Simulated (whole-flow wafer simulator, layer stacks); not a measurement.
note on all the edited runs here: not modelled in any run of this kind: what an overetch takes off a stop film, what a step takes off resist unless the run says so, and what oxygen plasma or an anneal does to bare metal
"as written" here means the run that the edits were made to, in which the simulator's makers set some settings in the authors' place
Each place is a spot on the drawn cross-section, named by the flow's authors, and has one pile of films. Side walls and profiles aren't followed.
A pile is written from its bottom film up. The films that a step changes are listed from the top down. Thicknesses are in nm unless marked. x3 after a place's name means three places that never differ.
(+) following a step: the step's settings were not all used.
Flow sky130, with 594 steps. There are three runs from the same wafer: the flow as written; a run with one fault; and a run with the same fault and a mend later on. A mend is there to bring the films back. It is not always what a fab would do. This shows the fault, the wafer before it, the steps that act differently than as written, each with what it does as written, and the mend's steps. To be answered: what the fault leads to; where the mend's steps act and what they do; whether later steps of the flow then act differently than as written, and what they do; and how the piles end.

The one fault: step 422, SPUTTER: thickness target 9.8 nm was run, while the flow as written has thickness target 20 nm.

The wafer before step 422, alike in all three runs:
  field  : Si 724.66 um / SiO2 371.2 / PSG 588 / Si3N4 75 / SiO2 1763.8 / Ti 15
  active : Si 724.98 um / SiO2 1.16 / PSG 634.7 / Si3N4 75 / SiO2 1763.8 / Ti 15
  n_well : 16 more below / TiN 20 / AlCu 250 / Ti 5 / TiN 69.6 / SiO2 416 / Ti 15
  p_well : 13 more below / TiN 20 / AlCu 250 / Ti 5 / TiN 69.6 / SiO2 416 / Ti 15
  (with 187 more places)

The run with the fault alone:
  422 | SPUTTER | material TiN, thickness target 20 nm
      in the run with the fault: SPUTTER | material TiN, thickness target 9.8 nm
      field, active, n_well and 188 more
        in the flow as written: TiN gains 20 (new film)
        in the run with the fault: TiN gains 9.8 (new film)
  Steps later in the flow that act otherwise than as written (not shown: 18 more steps that differ only slightly, by at most 2% or 0.5 nm, whichever is larger):
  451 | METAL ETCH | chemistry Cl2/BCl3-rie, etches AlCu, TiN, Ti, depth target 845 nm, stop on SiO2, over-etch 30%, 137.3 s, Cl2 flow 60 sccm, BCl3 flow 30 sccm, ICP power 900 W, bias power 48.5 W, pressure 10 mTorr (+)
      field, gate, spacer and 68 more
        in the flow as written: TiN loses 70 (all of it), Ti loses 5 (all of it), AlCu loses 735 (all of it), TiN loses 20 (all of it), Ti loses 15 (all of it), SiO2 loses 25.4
        in the run with the fault: TiN loses 70 (all of it), Ti loses 5 (all of it), AlCu loses 735 (all of it), TiN loses 9.8 (all of it), Ti loses 15 (all of it), SiO2 loses 26.4
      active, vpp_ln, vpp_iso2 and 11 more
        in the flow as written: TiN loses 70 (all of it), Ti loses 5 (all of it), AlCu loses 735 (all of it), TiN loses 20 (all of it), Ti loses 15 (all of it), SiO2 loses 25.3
        in the run with the fault: TiN loses 70 (all of it), Ti loses 5 (all of it), AlCu loses 735 (all of it), TiN loses 9.8 (all of it), Ti loses 15 (all of it), SiO2 loses 26.4
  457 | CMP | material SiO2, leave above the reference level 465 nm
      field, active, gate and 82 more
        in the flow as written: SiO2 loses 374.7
        in the run with the fault: SiO2 loses 383.8
  At n_well, p_well, gate_hv and 104 more, the piles at the end differ from the flow's by more than 2% or 0.5 nm, whichever is larger.
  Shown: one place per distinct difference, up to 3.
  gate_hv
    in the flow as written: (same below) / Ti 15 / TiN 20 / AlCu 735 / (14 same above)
    in the run with the fault: (same below) / Ti 15 / TiN 9.8 / AlCu 735 / (14 same above)
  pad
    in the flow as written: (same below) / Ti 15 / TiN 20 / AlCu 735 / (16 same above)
    in the run with the fault: (same below) / Ti 15 / TiN 9.8 / AlCu 735 / (16 same above)
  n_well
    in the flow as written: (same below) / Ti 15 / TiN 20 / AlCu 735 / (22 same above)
    in the run with the fault: (same below) / Ti 15 / TiN 9.8 / AlCu 735 / (22 same above)

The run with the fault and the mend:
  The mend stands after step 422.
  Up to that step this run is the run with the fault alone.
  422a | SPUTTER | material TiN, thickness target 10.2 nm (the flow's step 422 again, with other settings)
      field, active, n_well and 188 more
        TiN gains 10.2
  Every later step of the flow that is run acts as written at every place that is followed.
  By the end, the piles equal the flow's at every place that both follow.
